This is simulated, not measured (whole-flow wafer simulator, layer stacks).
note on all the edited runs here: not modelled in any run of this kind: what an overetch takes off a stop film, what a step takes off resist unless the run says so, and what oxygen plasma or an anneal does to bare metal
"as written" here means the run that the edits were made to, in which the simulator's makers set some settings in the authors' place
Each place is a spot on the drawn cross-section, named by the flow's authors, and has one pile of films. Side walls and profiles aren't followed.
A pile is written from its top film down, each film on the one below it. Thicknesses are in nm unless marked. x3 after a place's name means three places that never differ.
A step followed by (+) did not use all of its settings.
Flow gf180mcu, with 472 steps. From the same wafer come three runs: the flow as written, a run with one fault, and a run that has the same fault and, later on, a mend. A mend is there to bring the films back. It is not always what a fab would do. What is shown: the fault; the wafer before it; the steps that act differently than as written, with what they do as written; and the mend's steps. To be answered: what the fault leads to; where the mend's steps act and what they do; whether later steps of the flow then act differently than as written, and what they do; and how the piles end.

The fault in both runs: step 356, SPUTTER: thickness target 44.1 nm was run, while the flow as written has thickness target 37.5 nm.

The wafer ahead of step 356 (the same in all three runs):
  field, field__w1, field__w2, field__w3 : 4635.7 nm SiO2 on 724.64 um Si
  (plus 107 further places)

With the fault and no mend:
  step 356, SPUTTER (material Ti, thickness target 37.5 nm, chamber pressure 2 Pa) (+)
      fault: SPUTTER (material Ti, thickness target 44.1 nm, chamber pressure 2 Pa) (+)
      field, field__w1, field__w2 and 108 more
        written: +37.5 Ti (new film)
        fault: +44.1 Ti (new film)
  Later steps of the flow acting differently than as written:
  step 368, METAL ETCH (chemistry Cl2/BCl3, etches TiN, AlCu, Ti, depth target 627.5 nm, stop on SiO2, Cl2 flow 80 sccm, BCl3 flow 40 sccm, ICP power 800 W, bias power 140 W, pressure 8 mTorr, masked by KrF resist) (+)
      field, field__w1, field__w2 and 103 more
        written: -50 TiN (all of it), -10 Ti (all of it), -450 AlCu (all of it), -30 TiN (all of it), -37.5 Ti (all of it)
        fault: -50 TiN (all of it), -10 Ti (all of it), -450 AlCu (all of it), -30 TiN (all of it), -44.1 Ti (all of it)
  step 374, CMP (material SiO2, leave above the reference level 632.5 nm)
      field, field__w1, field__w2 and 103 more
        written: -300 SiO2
        fault: -293.4 SiO2
  At field__w8, contact, m1, m1__w1, m1_nw, the piles at the end differ from the flow's by more than 2% or 0.5 nm, whichever is larger.
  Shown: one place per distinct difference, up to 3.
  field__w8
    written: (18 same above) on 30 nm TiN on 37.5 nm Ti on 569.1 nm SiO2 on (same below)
    fault: (18 same above) on 30 nm TiN on 44.1 nm Ti on 569.1 nm SiO2 on (same below)
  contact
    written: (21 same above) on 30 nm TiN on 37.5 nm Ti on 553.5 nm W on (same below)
    fault: (21 same above) on 30 nm TiN on 44.1 nm Ti on 553.5 nm W on (same below)

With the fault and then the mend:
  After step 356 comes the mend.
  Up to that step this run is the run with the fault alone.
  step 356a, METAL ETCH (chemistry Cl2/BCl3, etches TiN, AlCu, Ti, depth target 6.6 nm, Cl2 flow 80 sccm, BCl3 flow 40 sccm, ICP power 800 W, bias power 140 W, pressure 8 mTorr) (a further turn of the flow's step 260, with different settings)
      field, field__w1, field__w2 and 108 more
        -6.6 Ti
  Later steps of the flow that are run all act as written at every place that is followed.
  The piles end the same as the flow's at every place that both follow.
